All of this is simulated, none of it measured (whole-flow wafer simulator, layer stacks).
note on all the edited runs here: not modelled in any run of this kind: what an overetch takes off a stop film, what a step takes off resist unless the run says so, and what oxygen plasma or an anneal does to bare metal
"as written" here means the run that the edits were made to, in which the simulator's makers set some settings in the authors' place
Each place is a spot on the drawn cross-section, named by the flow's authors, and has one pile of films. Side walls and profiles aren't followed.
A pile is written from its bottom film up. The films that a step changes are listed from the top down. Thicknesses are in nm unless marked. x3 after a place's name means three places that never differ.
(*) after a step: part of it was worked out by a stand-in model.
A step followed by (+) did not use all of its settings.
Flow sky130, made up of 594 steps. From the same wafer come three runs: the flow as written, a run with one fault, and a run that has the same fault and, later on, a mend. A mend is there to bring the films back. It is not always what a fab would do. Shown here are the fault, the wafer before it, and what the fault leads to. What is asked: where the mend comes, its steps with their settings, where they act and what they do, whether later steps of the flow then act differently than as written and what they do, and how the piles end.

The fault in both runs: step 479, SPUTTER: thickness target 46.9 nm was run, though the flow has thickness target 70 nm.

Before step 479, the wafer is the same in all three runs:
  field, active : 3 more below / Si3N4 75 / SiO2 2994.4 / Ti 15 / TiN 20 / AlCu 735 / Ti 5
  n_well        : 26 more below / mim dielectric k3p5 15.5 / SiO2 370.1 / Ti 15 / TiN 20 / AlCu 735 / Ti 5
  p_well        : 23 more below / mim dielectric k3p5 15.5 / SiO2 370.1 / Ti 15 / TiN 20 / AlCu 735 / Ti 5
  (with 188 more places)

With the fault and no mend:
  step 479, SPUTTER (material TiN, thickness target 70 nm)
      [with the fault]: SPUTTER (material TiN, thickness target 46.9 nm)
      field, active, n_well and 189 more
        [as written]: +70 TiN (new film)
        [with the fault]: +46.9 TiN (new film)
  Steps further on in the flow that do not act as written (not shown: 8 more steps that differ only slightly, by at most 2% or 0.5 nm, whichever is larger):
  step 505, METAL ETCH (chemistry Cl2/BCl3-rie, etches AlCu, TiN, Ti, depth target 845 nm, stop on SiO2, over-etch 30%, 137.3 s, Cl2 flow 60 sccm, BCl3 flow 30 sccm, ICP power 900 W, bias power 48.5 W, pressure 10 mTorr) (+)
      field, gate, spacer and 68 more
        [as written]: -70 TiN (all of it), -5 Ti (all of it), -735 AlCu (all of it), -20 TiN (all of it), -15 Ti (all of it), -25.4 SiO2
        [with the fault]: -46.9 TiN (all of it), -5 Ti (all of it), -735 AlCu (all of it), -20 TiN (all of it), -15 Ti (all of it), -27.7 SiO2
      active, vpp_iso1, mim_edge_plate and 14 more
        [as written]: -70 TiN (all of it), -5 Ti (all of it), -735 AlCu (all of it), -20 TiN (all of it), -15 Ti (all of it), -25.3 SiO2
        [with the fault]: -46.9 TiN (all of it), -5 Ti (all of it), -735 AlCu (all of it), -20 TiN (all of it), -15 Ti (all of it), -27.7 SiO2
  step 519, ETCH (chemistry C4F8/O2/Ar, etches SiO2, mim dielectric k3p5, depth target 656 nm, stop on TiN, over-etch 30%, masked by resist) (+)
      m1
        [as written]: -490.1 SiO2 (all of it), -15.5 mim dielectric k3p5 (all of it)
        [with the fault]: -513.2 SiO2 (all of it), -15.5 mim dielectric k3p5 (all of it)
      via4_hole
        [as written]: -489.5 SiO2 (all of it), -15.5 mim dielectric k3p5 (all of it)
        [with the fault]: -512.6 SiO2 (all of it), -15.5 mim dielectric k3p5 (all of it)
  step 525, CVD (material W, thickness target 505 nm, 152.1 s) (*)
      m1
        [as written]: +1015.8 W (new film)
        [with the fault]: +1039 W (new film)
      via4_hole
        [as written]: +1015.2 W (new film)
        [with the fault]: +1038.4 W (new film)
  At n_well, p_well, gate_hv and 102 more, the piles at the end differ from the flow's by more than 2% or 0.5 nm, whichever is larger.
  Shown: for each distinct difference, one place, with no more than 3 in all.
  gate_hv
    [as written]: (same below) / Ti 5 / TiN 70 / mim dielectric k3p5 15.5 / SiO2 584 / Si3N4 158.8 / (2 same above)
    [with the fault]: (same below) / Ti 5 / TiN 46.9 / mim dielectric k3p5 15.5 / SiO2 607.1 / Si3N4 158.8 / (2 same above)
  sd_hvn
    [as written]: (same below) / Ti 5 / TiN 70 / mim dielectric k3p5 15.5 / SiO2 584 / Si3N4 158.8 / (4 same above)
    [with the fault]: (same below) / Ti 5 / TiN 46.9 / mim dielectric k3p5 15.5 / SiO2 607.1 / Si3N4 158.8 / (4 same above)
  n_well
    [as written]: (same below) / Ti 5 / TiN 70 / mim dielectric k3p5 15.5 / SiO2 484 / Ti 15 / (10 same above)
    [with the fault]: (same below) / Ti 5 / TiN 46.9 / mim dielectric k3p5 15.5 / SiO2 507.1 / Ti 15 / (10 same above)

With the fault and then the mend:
  The mend stands after step 479.
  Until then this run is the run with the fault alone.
  step 479a, SPUTTER (material TiN, thickness target 23.1 nm) (the flow's step 479 again, with other settings)
      field, active, n_well and 189 more
        +23.1 TiN
  None of the later steps of the flow acts differently than as written at any place that is followed.
  At every place that both follow, the piles at the end match the flow's.
